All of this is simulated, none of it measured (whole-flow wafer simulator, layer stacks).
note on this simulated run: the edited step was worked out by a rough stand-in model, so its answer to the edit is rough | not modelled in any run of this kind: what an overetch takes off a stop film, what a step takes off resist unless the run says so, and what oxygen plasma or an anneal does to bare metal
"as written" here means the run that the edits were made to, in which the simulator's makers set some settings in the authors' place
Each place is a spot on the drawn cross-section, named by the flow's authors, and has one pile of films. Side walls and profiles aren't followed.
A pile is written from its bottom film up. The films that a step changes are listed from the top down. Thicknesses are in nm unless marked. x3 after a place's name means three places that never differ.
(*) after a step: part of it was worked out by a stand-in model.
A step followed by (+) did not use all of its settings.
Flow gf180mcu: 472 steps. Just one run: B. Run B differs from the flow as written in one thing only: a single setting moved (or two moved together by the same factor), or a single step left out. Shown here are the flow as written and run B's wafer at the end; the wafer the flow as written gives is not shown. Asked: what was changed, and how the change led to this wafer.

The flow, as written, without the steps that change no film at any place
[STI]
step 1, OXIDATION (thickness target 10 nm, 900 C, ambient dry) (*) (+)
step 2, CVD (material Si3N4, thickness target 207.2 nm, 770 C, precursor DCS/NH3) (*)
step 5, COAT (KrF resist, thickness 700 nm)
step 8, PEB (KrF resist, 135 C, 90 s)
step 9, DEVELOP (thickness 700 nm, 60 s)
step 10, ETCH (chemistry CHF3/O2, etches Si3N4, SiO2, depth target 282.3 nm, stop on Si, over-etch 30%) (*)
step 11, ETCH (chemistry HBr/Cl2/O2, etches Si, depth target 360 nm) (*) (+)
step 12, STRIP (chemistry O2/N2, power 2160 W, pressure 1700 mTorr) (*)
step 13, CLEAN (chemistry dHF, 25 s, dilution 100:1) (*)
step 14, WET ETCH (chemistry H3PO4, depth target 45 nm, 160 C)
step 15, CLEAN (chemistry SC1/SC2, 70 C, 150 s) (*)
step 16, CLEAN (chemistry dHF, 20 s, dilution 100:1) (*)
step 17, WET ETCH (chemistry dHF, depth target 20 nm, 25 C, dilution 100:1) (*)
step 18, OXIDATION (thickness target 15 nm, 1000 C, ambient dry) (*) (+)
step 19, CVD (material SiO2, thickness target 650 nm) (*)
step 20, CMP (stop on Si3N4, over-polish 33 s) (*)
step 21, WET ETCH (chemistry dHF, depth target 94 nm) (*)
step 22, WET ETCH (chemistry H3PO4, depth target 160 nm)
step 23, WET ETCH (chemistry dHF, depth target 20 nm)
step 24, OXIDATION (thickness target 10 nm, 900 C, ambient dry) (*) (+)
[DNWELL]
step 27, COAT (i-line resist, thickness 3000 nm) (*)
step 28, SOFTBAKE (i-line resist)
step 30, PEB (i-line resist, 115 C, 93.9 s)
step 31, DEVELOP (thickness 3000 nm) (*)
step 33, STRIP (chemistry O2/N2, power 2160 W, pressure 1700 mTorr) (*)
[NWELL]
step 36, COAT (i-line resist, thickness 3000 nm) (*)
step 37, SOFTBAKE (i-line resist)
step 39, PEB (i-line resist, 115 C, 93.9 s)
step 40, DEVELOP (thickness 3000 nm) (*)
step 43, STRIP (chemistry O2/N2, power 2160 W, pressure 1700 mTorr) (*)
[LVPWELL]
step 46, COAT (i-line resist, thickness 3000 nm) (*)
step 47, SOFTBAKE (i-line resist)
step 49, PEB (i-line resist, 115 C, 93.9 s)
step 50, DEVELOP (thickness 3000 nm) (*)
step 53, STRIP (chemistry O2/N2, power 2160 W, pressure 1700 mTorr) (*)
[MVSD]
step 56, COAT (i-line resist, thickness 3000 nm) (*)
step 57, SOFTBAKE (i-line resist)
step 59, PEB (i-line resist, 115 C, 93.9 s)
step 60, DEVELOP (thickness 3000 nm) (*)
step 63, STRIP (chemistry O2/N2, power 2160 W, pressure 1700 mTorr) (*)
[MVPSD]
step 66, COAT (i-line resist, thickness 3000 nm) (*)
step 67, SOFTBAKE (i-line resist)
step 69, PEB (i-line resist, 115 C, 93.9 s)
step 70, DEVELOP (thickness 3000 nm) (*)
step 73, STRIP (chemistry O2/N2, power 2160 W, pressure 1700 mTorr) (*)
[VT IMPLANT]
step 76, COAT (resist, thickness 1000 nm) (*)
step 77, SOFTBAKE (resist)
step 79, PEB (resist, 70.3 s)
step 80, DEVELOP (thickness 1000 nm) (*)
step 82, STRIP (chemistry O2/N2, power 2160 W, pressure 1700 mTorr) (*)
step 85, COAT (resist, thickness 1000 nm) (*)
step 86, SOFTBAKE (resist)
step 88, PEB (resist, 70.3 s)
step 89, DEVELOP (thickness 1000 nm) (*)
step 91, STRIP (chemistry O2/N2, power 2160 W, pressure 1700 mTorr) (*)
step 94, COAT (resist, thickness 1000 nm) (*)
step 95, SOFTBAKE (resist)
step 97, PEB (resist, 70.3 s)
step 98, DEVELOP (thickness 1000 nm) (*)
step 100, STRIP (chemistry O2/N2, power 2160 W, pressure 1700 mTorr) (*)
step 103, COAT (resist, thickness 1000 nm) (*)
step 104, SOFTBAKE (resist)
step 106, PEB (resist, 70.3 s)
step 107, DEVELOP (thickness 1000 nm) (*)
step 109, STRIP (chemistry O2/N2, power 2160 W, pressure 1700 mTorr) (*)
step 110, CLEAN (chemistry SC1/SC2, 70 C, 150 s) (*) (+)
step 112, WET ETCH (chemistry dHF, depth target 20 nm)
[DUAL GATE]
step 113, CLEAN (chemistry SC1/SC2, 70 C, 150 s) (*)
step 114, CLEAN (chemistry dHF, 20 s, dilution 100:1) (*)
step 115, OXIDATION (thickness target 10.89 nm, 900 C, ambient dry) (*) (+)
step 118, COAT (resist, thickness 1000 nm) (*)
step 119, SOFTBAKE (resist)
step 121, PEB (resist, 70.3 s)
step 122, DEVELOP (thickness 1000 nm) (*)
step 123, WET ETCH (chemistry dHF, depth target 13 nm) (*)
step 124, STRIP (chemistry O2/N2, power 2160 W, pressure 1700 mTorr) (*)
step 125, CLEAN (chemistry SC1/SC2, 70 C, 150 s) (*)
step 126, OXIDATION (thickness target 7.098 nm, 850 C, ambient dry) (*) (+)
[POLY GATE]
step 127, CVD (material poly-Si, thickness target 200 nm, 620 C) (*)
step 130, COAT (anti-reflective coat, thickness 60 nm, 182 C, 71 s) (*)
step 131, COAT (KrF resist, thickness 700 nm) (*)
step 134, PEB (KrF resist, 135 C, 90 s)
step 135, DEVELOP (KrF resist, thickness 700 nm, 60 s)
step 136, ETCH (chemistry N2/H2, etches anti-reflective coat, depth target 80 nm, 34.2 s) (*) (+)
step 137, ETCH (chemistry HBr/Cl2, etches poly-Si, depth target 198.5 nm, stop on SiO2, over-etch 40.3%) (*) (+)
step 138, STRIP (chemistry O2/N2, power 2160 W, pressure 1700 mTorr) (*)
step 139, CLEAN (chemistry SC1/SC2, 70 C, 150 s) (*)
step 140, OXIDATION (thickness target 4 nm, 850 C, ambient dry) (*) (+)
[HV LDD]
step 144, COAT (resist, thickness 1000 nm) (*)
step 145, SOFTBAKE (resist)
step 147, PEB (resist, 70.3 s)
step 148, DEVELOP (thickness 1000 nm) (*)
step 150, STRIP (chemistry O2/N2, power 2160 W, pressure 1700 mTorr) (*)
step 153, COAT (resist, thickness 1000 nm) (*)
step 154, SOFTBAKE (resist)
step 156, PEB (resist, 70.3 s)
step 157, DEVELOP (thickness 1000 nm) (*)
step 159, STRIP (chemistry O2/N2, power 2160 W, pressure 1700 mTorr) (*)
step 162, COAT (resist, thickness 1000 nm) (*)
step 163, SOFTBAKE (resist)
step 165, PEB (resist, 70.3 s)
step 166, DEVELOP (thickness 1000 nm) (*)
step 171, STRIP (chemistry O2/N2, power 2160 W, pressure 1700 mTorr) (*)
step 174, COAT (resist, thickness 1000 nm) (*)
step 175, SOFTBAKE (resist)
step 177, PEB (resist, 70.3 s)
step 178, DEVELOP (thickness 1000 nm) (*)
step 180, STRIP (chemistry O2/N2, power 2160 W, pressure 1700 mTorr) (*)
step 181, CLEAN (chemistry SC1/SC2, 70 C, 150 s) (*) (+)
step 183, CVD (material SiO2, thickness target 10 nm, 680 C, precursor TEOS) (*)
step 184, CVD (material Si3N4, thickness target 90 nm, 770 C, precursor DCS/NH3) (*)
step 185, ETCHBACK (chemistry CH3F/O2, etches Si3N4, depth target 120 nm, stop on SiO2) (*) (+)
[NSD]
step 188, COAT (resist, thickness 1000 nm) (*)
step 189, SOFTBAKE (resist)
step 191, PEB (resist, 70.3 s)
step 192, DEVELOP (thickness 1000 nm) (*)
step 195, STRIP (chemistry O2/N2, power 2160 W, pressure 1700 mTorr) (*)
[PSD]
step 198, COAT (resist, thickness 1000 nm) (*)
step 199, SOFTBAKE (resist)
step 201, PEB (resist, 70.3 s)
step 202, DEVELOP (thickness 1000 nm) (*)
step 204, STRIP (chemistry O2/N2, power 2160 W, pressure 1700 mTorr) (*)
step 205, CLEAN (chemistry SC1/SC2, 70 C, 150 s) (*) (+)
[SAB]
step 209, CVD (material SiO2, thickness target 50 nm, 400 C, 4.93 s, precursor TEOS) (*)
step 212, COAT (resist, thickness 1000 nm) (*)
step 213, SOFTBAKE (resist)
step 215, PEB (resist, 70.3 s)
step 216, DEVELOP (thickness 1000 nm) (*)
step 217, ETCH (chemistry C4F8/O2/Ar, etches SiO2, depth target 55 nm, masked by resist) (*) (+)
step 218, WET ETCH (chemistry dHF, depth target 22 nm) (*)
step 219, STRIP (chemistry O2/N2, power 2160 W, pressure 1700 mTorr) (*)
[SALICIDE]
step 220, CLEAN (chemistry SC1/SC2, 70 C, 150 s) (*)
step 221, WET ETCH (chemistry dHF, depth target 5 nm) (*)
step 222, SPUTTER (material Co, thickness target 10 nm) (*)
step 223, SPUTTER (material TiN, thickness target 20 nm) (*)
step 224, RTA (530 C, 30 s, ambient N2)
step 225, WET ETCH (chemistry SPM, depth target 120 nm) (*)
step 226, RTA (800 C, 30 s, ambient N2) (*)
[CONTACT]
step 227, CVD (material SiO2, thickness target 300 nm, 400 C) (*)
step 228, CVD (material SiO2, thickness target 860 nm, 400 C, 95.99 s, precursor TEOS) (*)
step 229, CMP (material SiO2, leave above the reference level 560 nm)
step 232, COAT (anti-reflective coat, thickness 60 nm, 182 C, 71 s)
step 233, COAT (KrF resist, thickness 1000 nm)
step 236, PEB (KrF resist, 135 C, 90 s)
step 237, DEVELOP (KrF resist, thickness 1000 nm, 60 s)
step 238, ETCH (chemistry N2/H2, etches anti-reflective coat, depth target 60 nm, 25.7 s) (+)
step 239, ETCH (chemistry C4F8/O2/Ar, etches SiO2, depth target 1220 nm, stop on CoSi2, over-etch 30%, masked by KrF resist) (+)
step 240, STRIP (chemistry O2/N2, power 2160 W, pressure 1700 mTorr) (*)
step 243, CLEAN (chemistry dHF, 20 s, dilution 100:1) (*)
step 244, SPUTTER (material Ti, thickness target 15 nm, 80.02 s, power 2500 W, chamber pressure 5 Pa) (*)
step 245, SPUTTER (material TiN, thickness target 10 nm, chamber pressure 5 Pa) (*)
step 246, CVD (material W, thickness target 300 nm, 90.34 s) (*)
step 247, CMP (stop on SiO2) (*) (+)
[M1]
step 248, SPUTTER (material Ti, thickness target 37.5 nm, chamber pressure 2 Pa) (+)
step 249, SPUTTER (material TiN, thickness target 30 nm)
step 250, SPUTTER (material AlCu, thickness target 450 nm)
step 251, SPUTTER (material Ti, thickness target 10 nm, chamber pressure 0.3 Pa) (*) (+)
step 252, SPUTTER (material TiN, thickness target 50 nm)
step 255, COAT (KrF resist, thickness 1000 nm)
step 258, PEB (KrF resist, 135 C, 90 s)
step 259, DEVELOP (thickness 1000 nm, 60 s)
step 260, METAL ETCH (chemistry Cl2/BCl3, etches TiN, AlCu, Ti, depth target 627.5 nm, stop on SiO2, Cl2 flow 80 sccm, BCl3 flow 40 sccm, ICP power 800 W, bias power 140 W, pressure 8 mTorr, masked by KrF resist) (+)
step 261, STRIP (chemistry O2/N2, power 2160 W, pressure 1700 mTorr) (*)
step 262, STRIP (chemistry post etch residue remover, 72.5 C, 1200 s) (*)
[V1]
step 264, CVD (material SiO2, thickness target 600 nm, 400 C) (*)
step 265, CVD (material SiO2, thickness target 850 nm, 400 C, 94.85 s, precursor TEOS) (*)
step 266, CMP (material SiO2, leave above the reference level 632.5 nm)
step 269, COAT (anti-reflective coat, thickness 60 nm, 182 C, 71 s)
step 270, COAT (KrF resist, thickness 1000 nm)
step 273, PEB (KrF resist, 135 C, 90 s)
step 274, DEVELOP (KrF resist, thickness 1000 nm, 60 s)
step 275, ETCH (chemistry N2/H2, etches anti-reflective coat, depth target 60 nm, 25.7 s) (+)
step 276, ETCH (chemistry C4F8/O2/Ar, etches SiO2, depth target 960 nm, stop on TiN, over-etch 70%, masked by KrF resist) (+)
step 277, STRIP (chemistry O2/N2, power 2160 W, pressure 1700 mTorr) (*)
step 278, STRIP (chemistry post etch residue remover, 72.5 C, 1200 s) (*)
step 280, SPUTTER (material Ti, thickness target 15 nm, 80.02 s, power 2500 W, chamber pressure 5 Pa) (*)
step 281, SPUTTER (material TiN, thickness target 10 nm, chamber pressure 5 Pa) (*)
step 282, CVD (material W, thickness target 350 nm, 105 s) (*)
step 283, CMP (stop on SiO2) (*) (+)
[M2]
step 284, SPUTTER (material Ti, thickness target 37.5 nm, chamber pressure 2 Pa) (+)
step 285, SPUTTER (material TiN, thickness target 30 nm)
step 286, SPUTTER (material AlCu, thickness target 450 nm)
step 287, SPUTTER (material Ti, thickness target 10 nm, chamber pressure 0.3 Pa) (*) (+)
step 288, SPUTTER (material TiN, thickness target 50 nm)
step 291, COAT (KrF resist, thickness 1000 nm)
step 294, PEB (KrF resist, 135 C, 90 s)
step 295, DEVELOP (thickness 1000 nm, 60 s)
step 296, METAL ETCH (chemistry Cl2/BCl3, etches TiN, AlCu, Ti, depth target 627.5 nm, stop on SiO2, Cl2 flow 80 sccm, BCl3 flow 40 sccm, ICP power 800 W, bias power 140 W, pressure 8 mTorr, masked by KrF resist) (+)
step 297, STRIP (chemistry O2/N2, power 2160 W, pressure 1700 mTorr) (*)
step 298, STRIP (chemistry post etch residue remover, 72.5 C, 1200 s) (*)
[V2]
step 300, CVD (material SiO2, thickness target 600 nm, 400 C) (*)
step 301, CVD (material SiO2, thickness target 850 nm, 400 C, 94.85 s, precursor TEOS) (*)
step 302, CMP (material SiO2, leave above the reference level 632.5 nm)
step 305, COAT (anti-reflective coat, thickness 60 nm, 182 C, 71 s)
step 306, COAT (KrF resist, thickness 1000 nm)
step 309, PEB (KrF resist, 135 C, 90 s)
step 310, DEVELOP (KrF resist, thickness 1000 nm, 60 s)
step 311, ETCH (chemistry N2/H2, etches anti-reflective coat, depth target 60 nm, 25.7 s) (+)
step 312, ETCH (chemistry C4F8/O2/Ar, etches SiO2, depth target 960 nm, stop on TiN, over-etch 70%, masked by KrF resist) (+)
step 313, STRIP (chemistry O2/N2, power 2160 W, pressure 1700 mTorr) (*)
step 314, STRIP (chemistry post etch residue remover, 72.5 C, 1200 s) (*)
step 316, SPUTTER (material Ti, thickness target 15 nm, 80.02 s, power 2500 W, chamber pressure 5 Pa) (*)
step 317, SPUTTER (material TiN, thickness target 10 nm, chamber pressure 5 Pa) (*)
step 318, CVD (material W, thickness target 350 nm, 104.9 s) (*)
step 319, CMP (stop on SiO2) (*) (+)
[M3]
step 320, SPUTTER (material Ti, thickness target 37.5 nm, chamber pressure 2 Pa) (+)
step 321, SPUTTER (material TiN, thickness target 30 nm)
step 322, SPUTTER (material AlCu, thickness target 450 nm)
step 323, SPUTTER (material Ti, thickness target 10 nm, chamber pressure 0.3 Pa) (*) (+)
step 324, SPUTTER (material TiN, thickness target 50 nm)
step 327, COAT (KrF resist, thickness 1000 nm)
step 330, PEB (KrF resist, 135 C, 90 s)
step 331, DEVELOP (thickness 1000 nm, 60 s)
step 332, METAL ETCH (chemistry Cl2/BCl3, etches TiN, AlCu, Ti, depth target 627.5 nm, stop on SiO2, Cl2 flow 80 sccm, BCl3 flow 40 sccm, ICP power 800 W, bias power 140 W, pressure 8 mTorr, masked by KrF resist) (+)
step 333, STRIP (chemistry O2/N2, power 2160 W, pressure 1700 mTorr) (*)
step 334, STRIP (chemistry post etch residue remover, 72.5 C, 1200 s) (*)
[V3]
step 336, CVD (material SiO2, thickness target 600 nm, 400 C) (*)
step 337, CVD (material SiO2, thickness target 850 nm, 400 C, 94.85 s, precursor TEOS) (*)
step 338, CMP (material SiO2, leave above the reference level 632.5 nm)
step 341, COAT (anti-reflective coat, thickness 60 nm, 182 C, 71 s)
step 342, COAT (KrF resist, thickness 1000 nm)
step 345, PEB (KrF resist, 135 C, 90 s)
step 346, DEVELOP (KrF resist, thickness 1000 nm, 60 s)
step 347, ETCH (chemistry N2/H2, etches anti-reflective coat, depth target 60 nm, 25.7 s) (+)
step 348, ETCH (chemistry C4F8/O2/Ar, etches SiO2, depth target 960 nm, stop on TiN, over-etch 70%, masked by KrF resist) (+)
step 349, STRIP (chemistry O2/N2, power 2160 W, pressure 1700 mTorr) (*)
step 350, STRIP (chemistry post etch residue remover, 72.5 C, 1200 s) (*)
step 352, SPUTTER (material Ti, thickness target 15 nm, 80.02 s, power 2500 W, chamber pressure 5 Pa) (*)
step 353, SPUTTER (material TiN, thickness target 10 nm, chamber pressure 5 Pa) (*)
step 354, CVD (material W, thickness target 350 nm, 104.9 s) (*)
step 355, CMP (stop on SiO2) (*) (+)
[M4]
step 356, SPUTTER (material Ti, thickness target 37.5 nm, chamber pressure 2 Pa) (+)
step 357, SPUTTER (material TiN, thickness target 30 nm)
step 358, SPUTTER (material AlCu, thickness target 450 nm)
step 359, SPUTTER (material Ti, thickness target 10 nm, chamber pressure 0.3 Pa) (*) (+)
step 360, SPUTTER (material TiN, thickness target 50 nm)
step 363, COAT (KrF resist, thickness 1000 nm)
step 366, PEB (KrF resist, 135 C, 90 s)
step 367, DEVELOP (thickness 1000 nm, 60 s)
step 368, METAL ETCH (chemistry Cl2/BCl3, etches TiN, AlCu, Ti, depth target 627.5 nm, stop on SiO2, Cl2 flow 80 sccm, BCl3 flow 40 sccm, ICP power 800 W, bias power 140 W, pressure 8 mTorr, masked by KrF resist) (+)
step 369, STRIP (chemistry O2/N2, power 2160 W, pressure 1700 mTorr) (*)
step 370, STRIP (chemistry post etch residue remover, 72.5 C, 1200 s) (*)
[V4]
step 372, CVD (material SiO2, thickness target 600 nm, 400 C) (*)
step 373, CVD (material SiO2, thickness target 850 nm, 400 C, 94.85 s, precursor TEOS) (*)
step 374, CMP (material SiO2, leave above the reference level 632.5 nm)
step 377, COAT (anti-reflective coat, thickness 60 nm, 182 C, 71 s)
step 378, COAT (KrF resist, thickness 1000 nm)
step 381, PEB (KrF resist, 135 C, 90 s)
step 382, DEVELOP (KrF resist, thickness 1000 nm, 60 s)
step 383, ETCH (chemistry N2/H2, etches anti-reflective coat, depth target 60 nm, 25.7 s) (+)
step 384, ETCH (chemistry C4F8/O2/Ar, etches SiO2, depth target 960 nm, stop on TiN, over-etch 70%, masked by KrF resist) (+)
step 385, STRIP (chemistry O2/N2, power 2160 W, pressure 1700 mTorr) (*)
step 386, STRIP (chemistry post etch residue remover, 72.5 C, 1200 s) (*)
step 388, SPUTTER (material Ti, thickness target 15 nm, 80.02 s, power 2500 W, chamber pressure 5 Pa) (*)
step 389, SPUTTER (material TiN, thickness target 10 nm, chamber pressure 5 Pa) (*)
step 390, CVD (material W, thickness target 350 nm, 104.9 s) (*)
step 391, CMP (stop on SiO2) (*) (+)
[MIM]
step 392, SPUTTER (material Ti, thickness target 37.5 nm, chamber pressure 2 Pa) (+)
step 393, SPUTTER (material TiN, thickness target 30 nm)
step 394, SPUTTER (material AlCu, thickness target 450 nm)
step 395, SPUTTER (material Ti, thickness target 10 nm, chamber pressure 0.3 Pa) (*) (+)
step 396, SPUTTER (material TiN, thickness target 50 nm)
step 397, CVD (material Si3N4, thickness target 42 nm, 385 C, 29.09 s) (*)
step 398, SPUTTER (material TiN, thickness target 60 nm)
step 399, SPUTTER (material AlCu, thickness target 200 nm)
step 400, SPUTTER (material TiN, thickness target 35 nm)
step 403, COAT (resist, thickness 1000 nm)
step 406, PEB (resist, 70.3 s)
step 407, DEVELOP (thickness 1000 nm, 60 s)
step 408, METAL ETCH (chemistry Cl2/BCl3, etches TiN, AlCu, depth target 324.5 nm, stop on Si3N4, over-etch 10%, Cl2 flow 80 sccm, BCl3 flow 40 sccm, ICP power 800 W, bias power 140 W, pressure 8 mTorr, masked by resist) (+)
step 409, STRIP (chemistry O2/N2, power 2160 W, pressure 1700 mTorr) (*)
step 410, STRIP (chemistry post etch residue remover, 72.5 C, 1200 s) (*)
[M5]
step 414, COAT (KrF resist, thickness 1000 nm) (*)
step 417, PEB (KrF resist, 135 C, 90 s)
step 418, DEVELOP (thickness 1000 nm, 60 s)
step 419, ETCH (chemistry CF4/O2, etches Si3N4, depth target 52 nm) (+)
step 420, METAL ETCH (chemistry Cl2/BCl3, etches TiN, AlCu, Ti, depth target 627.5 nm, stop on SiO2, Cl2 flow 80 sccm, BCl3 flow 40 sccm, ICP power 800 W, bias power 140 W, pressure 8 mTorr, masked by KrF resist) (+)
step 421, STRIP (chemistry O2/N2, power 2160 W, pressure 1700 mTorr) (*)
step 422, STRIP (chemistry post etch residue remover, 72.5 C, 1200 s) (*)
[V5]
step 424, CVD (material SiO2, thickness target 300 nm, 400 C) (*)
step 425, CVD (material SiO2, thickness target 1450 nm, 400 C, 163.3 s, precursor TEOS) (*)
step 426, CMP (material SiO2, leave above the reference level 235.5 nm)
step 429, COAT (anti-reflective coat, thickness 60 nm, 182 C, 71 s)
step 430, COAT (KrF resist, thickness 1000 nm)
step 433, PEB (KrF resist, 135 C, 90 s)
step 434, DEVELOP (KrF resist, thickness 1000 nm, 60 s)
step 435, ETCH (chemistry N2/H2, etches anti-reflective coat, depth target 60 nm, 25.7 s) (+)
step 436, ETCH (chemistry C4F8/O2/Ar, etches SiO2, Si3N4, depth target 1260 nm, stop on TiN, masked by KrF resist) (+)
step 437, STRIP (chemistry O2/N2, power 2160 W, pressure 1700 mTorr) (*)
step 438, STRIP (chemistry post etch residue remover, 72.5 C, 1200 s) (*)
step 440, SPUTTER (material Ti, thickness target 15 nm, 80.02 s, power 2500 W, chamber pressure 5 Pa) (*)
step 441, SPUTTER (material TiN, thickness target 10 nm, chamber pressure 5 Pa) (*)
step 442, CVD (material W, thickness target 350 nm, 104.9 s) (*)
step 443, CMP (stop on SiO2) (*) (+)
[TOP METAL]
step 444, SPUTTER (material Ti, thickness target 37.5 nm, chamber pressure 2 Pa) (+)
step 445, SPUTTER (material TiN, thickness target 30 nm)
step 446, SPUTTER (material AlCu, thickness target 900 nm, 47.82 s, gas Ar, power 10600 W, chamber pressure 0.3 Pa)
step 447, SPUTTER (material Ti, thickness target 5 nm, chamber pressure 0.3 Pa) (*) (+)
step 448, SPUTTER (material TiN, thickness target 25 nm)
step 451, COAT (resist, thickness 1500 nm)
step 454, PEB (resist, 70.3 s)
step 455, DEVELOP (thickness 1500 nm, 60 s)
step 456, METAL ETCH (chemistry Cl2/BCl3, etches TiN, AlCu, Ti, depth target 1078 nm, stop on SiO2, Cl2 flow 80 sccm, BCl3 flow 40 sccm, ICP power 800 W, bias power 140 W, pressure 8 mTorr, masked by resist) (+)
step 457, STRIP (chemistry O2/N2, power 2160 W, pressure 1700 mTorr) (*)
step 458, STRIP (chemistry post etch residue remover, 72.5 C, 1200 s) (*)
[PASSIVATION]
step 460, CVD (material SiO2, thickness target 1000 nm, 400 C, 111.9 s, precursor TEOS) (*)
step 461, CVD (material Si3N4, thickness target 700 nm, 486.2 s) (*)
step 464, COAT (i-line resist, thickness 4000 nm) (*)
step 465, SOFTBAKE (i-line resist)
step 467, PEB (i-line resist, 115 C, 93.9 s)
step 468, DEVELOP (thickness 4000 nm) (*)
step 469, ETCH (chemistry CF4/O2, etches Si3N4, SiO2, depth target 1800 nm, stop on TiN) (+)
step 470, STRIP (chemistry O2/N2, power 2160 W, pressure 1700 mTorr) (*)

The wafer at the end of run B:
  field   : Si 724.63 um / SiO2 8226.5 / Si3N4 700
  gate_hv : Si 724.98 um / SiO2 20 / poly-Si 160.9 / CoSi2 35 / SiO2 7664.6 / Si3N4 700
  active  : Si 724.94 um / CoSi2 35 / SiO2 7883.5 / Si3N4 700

What caused this: step 115, OXIDATION: thickness target 17.15 nm was run, whereas the flow has thickness target 10.89 nm.

How this came from the change, step by step:
  step 115, OXIDATION (thickness target 10.89 nm, 900 C, ambient dry) (*) (+)
      active, n_well, p_well and 40 more: +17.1 SiO2 (new film), -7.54 Si (in the flow as written it would be: +10.9 SiO2 (new film), -4.79 Si)
      sti, mim_1p0, pad and 19 more: +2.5 SiO2, -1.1 Si (in the flow as written it would be: +1.22 SiO2, -0.54 Si)
      (as well as at 27 more places)
  step 123, WET ETCH (chemistry dHF, depth target 13 nm) (*)
      active, n_well, p_well and 12 more: -13 SiO2 (in the flow as written it would be: -10.9 SiO2 (all of it))
  step 124, STRIP (chemistry O2/N2, power 2160 W, pressure 1700 mTorr) (*)
      active, n_well, p_well and 12 more: nothing (in the flow as written it would be: +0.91 chemical SiO2 (new film), -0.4 Si)
  step 126, OXIDATION (thickness target 7.098 nm, 850 C, ambient dry) (*) (+)
      active, n_well, p_well and 12 more: +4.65 SiO2, -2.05 Si (in the flow as written it would be: +7.1 SiO2 (new film), -0.76 chemical SiO2 (all of it), -2.79 Si)
      gate_hv, active_hv, active_nat and 25 more: +3.17 SiO2, -1.39 Si (in the flow as written it would be: +3.72 SiO2, -1.64 Si)
  step 130, COAT (anti-reflective coat, thickness 60 nm, 182 C, 71 s) (*)
      ld_fp_p, ld_drift_p: +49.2 anti-reflective coat (new film) (in the flow as written it would be: +47.8 anti-reflective coat (new film))
      ldn_fp, ldp_fp: +49.8 anti-reflective coat (new film) (in the flow as written it would be: +48.5 anti-reflective coat (new film))
      (as well as at 9 more places)
  step 136, ETCH (chemistry N2/H2, etches anti-reflective coat, depth target 80 nm, 34.2 s) (*) (+)
      ldn_dft, ldp_dft: -49.9 anti-reflective coat (all of it), -1.39 poly-Si (in the flow as written it would be: -48.7 anti-reflective coat (all of it), -1.42 poly-Si)
      field__w6: -56.7 anti-reflective coat (all of it), -1.21 poly-Si (in the flow as written it would be: -55.2 anti-reflective coat (all of it), -1.25 poly-Si)
      (as well as at 5 more places)
  step 138, STRIP (chemistry O2/N2, power 2160 W, pressure 1700 mTorr) (*)
      ld_fp_n: +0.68 chemical SiO2 (new film), -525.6 KrF resist (all of it), -49.2 anti-reflective coat (all of it), -0.3 poly-Si (in the flow as written it would be: +0.68 chemical SiO2 (new film), -525.6 KrF resist (all of it), -48.1 anti-reflective coat (all of it), -0.3 poly-Si)
      ld_fp_p: +0.68 chemical SiO2 (new film), -525.9 KrF resist (all of it), -49.2 anti-reflective coat (all of it), -0.3 poly-Si (in the flow as written it would be: +0.68 chemical SiO2 (new film), -526.2 KrF resist (all of it), -47.8 anti-reflective coat (all of it), -0.3 poly-Si)
      (as well as at 3 more places)
  step 189, SOFTBAKE (resist)
      field__w9: -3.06 resist (in the flow as written it would be: +6.92 resist)
      active_nat: +9.35 resist (in the flow as written it would be: +5.49 resist)
  step 199, SOFTBAKE (resist)
      field__w9: -3.06 resist (in the flow as written it would be: +6.92 resist)
      active_nat: +9.35 resist (in the flow as written it would be: +5.49 resist)
  step 218, WET ETCH (chemistry dHF, depth target 22 nm) (*)
      active, p_well, sd_n, iso_ptap_pw, iso_ntap_nw, iso_ptap_sub, vpnp_e: -10.3 SiO2 (all of it) (in the flow as written it would be: -9.01 SiO2 (all of it))
      ldn_tap, ldn_src, ldn_drn, ldp_tap, ldp_src, ldp_drn, ldp_gr: -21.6 SiO2 (all of it) (in the flow as written it would be: -16 SiO2 (all of it))
      (as well as at 9 more places)
